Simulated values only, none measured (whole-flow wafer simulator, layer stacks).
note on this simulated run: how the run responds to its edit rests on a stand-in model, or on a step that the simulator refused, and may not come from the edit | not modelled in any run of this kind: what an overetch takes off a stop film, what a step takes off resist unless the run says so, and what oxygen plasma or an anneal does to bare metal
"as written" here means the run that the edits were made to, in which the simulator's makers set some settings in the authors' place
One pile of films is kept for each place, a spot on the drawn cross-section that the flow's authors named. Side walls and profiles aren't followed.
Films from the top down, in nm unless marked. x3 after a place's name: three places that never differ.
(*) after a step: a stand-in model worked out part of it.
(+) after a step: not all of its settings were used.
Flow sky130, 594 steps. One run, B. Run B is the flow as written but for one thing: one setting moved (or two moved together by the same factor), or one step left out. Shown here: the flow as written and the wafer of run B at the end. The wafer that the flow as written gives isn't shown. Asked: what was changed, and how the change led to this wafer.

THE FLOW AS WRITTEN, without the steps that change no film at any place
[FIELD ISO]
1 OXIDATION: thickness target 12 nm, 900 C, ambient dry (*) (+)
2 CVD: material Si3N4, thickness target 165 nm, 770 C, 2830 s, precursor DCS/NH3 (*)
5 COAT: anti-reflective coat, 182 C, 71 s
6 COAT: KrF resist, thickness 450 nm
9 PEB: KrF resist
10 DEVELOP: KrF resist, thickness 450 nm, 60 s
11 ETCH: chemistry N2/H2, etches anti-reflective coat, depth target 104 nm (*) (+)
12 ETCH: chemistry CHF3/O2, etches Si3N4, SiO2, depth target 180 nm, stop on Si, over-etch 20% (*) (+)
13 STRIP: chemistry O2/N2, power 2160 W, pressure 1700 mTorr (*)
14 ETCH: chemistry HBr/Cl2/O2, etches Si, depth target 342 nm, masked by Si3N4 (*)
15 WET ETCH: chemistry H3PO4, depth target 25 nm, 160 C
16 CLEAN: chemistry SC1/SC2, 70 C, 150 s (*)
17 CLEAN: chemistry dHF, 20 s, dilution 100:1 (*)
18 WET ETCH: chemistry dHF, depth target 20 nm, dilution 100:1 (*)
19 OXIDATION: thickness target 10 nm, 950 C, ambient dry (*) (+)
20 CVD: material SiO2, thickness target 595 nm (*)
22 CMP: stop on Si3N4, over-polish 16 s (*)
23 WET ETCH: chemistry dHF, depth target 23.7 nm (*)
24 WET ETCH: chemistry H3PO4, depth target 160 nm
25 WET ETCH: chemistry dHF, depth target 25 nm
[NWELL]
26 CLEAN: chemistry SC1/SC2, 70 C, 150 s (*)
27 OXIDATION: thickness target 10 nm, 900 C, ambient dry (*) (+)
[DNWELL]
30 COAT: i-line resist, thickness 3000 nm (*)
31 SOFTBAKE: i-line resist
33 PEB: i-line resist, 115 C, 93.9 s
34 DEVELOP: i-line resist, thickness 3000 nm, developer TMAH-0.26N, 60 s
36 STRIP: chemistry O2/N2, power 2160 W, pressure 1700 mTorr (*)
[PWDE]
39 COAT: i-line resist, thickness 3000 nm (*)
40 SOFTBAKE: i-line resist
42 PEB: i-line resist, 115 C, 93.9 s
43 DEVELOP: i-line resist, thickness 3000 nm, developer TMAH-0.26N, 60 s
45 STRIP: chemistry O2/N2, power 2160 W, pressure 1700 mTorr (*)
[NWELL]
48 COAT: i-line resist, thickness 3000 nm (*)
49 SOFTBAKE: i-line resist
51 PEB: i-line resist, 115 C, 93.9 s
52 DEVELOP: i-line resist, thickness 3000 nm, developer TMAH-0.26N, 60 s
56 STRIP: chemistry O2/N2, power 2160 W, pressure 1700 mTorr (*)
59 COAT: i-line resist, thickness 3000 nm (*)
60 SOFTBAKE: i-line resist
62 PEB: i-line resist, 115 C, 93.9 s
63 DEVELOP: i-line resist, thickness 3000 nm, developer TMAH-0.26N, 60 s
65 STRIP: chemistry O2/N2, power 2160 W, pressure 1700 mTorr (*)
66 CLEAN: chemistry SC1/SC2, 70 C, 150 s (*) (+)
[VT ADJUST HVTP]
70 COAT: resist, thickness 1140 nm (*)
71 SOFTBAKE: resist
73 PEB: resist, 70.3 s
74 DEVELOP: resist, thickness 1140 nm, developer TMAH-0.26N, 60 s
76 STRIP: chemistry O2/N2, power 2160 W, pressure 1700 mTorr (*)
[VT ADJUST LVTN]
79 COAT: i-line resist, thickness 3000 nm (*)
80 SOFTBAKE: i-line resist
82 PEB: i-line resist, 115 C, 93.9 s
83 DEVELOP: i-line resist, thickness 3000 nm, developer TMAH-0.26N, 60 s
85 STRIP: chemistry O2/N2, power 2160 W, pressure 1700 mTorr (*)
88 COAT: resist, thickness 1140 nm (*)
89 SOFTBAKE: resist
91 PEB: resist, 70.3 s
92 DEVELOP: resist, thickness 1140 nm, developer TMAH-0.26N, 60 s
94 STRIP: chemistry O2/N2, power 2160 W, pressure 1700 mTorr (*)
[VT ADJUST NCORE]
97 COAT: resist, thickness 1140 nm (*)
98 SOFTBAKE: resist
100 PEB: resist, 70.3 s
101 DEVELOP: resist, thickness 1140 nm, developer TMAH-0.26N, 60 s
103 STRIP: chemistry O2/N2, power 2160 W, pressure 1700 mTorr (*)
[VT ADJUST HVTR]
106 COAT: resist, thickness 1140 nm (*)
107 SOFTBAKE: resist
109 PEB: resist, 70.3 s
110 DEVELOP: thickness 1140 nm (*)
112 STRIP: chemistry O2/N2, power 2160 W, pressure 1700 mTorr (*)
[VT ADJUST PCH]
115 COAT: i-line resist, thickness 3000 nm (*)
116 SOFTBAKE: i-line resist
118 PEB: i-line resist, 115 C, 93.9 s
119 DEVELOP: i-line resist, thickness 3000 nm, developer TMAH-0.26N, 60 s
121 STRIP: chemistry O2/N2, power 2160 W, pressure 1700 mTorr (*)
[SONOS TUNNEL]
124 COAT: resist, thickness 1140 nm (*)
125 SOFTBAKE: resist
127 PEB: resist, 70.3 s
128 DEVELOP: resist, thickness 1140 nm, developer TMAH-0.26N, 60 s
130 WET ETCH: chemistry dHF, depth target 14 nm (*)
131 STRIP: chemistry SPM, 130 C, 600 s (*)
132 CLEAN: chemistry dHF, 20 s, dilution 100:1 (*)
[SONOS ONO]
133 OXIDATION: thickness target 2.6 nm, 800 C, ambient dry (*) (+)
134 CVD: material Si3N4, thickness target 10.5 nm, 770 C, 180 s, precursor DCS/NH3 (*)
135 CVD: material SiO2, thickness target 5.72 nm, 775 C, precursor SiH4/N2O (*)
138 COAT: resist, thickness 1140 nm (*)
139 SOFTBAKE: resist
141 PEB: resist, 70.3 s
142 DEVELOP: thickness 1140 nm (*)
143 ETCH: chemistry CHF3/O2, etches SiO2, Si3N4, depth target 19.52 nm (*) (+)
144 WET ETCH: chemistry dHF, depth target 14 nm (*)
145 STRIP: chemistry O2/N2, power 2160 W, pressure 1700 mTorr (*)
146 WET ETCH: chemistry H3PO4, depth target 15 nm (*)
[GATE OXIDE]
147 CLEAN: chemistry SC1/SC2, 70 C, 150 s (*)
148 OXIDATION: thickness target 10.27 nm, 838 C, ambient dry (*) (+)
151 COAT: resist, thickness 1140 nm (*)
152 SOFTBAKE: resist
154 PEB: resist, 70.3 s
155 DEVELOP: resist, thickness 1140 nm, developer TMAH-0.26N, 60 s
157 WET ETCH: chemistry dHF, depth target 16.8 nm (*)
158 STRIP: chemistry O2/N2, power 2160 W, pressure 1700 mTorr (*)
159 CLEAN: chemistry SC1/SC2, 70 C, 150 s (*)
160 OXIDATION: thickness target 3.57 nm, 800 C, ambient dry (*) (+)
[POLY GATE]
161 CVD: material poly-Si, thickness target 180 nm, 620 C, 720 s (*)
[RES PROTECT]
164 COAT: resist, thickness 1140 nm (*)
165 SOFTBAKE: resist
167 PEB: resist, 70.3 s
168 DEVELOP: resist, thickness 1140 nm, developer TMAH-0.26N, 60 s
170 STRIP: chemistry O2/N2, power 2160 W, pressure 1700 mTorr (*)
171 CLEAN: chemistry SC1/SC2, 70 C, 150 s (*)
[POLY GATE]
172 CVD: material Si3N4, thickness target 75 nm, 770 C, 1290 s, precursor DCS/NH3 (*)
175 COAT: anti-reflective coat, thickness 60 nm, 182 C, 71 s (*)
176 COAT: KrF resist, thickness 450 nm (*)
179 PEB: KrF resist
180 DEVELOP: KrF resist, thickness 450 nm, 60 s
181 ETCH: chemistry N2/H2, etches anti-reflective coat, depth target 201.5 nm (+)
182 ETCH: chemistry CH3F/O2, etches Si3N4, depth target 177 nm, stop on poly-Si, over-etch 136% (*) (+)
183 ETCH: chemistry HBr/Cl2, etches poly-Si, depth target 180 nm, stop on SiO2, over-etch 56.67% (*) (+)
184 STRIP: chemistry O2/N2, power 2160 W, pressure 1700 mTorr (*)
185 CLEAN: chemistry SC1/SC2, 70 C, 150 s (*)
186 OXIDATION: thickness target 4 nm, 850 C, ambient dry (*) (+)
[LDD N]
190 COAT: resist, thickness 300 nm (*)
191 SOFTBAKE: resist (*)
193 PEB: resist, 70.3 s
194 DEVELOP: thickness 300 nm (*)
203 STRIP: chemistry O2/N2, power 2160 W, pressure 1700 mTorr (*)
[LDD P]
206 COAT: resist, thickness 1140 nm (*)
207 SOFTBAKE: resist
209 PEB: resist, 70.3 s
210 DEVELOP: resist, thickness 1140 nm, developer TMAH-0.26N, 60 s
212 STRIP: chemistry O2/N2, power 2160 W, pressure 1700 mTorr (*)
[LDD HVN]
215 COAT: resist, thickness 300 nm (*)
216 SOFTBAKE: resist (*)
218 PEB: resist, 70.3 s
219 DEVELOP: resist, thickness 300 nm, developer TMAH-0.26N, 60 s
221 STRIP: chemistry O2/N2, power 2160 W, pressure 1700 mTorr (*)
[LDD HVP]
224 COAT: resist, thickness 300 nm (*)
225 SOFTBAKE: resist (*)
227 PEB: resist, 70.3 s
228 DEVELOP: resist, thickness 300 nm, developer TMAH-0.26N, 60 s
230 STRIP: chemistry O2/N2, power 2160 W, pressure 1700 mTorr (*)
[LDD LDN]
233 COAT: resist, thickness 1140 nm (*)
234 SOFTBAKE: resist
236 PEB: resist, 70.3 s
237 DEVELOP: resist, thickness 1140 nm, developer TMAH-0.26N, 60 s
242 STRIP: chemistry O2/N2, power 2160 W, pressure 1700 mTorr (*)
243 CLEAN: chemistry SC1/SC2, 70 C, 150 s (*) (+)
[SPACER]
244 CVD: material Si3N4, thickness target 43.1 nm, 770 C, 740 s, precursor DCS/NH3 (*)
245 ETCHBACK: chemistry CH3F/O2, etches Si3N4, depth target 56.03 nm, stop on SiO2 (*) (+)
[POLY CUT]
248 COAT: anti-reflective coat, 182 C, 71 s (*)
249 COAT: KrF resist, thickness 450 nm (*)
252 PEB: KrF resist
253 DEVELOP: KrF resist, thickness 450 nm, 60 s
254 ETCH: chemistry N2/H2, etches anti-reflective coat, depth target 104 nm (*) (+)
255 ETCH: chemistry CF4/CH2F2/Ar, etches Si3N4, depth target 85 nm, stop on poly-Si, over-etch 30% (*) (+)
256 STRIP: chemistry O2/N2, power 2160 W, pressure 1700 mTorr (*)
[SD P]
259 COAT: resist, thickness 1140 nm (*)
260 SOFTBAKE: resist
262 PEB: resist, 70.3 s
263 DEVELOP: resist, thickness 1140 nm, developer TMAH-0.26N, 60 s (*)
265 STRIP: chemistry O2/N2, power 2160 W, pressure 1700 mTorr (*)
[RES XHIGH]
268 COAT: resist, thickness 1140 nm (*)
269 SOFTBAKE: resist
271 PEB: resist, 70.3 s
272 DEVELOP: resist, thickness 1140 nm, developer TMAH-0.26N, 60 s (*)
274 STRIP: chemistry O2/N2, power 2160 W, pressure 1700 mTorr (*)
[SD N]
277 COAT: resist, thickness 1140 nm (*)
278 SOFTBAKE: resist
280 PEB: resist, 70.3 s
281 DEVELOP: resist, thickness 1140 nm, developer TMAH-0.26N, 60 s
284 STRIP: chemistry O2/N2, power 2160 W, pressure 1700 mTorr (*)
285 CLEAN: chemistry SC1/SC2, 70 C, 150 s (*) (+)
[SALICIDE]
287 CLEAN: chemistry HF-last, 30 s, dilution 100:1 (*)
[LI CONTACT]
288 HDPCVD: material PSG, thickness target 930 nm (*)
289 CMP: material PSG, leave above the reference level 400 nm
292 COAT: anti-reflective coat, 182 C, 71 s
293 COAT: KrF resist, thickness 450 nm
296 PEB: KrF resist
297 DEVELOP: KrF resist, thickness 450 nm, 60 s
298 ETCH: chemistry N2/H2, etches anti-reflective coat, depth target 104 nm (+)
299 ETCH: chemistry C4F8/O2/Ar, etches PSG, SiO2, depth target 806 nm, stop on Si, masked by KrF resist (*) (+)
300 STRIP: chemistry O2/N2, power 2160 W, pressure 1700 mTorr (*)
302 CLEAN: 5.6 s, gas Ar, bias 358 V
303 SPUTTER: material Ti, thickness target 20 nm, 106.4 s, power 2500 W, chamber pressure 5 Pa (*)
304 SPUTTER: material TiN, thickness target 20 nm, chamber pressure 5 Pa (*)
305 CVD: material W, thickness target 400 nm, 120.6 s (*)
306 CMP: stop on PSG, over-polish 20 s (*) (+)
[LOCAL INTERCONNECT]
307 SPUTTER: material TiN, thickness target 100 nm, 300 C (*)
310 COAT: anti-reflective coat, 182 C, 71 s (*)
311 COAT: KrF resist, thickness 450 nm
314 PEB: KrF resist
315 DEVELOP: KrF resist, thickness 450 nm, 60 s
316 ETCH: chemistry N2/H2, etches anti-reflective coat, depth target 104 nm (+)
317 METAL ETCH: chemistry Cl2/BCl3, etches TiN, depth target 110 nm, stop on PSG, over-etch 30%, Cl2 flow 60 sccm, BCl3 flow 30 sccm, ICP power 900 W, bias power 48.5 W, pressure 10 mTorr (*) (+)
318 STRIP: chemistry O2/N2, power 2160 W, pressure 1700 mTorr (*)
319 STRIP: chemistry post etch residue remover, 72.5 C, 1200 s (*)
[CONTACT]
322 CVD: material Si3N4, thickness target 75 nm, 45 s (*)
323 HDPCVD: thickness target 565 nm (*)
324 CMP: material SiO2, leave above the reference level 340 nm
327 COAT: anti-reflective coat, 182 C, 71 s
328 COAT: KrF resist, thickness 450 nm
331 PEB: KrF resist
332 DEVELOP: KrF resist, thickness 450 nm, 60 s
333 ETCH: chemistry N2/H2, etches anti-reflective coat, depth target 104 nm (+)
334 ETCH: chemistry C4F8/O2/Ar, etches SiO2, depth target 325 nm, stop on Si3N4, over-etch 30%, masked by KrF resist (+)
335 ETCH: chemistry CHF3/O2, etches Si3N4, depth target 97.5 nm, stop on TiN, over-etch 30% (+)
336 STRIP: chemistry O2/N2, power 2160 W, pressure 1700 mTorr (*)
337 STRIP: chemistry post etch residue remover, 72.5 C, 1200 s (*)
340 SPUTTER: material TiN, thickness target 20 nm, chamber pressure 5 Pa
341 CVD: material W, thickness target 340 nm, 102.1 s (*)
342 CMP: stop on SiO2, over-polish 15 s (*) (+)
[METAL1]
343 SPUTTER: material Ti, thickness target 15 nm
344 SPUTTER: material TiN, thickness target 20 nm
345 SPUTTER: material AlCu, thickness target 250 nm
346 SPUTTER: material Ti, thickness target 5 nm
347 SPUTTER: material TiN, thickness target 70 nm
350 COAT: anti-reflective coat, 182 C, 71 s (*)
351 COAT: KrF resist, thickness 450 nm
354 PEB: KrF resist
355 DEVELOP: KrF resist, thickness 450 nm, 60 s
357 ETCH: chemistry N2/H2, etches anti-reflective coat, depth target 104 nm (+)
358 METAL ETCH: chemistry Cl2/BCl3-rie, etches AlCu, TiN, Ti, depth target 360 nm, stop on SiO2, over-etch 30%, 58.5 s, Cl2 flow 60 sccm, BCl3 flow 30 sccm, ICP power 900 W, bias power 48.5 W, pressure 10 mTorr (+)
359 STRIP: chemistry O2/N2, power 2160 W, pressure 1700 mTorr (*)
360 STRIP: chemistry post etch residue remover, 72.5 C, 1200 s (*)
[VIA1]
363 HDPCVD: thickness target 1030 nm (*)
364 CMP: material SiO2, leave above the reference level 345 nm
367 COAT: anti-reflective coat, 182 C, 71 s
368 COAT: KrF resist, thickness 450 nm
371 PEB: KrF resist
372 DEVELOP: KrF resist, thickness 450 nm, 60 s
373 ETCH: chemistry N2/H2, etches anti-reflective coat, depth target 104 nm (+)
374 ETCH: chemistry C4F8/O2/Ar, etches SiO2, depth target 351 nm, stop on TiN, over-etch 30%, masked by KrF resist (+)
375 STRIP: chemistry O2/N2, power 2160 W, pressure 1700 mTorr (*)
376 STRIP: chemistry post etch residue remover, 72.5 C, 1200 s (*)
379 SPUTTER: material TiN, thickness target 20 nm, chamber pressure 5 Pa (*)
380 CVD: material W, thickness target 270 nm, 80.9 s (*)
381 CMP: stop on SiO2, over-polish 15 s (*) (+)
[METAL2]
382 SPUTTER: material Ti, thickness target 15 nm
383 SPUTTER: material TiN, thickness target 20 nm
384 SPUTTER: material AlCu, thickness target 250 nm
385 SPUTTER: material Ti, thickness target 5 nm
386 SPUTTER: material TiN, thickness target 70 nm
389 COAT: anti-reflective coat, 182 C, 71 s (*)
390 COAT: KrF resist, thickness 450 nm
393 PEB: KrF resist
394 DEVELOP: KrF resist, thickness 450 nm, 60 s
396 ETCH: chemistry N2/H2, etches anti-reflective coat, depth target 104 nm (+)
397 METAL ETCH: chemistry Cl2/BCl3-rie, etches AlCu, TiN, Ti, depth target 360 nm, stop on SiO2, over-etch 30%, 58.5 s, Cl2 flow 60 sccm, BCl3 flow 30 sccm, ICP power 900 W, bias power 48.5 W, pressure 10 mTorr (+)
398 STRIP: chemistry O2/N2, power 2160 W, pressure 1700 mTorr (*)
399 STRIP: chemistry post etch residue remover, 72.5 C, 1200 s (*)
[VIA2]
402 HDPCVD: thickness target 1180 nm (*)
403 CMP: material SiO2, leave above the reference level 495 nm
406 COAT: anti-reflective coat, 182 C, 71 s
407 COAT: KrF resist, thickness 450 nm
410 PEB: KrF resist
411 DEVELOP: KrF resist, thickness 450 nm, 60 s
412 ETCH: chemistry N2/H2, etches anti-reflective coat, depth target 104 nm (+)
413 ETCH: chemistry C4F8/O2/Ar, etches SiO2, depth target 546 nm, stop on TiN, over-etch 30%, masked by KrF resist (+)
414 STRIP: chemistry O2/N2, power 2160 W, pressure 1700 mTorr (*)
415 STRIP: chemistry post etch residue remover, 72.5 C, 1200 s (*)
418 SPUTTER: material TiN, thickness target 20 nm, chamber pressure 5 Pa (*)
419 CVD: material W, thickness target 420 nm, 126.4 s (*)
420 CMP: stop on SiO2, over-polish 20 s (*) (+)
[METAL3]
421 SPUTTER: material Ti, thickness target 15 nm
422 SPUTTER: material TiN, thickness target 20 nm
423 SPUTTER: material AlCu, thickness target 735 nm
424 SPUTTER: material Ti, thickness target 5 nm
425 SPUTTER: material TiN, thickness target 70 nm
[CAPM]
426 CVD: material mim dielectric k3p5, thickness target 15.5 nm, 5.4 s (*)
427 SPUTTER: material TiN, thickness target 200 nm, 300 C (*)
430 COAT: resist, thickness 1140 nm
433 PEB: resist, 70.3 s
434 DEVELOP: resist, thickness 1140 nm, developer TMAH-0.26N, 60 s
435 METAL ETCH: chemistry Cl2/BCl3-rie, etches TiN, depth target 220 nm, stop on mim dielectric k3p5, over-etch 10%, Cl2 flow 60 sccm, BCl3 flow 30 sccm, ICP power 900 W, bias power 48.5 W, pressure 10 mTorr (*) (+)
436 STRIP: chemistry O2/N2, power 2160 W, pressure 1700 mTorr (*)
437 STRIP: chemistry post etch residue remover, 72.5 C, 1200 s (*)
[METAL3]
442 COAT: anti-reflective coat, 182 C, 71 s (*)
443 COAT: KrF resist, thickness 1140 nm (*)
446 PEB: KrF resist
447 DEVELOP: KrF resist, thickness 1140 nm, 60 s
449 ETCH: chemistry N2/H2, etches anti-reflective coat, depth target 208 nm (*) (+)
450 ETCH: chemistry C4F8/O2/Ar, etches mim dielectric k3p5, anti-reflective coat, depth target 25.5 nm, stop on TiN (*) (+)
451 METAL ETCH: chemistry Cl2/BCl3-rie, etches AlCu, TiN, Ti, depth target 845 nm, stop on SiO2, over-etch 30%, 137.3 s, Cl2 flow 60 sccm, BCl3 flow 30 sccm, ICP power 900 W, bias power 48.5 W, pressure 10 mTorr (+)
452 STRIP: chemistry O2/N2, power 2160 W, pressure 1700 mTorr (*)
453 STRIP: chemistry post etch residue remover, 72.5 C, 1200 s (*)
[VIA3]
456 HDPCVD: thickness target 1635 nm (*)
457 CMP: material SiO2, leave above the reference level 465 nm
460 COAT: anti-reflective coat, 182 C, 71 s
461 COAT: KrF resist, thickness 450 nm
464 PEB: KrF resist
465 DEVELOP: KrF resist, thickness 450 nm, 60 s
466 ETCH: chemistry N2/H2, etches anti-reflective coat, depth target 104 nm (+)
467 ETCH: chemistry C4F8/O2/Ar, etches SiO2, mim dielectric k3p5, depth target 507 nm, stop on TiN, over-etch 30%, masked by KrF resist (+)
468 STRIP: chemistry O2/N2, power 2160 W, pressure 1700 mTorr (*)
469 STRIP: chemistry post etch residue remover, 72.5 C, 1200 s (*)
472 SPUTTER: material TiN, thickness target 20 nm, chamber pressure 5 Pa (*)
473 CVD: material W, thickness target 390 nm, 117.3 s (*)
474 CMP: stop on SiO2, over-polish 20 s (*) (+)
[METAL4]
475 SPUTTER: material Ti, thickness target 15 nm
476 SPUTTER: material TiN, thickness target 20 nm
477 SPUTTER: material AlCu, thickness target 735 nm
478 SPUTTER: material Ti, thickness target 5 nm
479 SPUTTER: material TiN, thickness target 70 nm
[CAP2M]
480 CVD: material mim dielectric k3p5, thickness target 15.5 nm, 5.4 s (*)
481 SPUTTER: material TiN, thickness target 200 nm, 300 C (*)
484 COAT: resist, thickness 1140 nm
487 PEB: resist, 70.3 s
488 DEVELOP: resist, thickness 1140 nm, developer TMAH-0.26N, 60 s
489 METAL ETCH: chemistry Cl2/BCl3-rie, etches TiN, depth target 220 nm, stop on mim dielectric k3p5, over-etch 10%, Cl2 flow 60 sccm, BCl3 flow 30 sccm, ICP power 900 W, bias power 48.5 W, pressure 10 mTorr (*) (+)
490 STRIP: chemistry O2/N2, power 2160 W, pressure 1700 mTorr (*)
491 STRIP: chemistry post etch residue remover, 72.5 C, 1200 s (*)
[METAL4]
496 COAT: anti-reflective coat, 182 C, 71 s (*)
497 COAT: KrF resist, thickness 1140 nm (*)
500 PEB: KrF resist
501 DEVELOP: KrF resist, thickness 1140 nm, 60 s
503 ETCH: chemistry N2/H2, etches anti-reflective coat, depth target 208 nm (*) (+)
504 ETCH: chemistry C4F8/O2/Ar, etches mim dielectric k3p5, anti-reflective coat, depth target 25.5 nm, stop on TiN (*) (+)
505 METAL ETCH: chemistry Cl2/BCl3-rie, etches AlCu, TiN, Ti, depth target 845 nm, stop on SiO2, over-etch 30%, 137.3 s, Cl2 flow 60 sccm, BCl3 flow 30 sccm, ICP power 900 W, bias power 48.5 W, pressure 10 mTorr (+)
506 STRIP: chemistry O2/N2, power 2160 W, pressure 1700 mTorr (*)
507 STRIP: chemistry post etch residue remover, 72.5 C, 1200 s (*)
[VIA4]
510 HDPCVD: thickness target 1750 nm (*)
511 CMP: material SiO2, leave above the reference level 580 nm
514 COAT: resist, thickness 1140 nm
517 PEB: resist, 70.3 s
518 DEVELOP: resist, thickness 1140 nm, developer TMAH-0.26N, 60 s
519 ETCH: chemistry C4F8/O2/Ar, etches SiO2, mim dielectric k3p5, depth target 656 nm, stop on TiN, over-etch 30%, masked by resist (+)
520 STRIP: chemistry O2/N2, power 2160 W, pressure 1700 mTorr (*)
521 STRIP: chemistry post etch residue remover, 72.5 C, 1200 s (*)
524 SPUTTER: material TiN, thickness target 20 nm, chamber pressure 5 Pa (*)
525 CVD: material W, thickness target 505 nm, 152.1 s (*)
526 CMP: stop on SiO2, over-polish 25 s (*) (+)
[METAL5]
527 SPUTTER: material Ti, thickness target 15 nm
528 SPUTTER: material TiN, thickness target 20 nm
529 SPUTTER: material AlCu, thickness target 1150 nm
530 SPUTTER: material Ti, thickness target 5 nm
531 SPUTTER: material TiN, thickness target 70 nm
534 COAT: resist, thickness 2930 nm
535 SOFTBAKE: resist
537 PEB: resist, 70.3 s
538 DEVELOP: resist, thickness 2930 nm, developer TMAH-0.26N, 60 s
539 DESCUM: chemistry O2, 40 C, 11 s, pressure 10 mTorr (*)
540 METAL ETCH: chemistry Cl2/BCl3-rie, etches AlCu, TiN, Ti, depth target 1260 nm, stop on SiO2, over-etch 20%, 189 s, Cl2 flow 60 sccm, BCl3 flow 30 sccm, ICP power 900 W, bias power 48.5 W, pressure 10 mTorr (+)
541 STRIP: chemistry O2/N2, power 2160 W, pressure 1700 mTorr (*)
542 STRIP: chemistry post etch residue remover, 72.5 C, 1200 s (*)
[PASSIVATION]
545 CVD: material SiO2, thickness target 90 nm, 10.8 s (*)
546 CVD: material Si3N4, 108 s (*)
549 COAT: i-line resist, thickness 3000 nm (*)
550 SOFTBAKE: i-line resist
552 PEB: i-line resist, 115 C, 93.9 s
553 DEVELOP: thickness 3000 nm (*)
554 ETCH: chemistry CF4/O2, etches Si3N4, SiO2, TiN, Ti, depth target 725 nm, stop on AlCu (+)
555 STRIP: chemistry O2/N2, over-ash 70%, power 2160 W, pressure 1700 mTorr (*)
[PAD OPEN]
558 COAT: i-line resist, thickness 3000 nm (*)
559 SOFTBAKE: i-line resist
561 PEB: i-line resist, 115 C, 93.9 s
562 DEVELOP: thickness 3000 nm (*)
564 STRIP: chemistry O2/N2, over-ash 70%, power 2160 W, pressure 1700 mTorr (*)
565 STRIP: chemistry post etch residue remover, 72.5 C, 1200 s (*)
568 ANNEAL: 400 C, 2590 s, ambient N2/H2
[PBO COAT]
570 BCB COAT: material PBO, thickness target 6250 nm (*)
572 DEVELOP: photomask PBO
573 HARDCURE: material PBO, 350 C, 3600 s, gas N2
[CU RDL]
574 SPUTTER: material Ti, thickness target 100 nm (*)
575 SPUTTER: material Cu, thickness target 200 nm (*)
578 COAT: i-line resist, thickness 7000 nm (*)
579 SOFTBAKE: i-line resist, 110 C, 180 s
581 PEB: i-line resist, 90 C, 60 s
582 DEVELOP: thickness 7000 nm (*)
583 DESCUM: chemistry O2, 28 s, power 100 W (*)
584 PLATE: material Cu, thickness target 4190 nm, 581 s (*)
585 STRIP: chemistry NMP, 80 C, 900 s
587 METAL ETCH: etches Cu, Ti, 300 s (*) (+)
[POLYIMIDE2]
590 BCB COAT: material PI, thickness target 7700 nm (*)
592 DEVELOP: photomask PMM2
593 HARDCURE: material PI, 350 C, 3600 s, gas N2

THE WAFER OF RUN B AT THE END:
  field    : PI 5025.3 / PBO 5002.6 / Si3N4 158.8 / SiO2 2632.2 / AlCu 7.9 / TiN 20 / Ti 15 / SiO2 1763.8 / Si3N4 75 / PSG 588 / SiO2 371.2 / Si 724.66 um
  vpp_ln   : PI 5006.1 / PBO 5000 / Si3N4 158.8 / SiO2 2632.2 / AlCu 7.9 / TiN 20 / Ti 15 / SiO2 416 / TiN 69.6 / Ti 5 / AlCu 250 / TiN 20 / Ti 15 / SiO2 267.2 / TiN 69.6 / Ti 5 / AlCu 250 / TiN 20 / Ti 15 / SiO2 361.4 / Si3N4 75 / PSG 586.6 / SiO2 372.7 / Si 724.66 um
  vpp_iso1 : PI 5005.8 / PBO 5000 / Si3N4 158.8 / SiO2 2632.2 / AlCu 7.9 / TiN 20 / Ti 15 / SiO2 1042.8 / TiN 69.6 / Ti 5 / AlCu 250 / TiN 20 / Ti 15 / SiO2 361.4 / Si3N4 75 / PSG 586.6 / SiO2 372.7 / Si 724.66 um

The cause: step 451, METAL ETCH: depth target 612.6 nm was run, where the flow has depth target 845 nm; step 451, METAL ETCH: 99.5 s was run, where the flow has 137.3 s.

How the change led to this, step by step:
  451 METAL ETCH: chemistry Cl2/BCl3-rie, etches AlCu, TiN, Ti, depth target 845 nm, stop on SiO2, over-etch 30%, 137.3 s, Cl2 flow 60 sccm, BCl3 flow 30 sccm, ICP power 900 W, bias power 48.5 W, pressure 10 mTorr (+)
      field, gate, spacer and 68 more: TiN -70 (all of it), Ti -5 (all of it), AlCu -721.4 (as written it would be: TiN -70 (all of it), Ti -5 (all of it), AlCu -735 (all of it), TiN -20 (all of it), Ti -15 (all of it), SiO2 -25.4)
      active, vpp_ln, vpp_iso2 and 11 more: TiN -70 (all of it), Ti -5 (all of it), AlCu -721.4 (as written it would be: TiN -70 (all of it), Ti -5 (all of it), AlCu -735 (all of it), TiN -20 (all of it), Ti -15 (all of it), SiO2 -25.3)
      (and at 107 more places)
  452 STRIP: chemistry O2/N2, power 2160 W, pressure 1700 mTorr (*)
      gate_hv, dice_street, pplus_nw and 75 more: KrF resist -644 (all of it), anti-reflective coat -80 (all of it) (as written it would be: KrF resist -492.9 (all of it), anti-reflective coat -80 (all of it))
      n_well, p_well, sd_n, sd_p, pad, mim_edge_gap, mim_edge_gap_sheet: KrF resist -643.9 (all of it), anti-reflective coat -80 (all of it) (as written it would be: KrF resist -492.9 (all of it), anti-reflective coat -80 (all of it))
      (and at 22 more places)
  453 STRIP: chemistry post etch residue remover, 72.5 C, 1200 s (*)
      field, active, gate and 82 more: AlCu -5.72 (as written it would be: nothing)
  456 HDPCVD: thickness target 1635 nm (*)
      field, active, gate and 82 more: SiO2 +1635 (new film) (as written it would be: SiO2 +1635)
  457 CMP: material SiO2, leave above the reference level 465 nm
      field, active, gate and 82 more: SiO2 -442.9 (as written it would be: SiO2 -374.7)
Counting metal films that touch as one body, field has 1 body; the flow as written gives 0 bodies.
Counting metal films that touch as one body, vpp_ln has 3 bodies (between them, from the top down: SiO2 416; SiO2 267.2); the flow as written gives 2 bodies (between them, from the top down: SiO2 267.2).
Counting metal films that touch as one body, vpp_iso1 has 2 bodies (between them, from the top down: SiO2 1042.8); the flow as written gives 1 body.
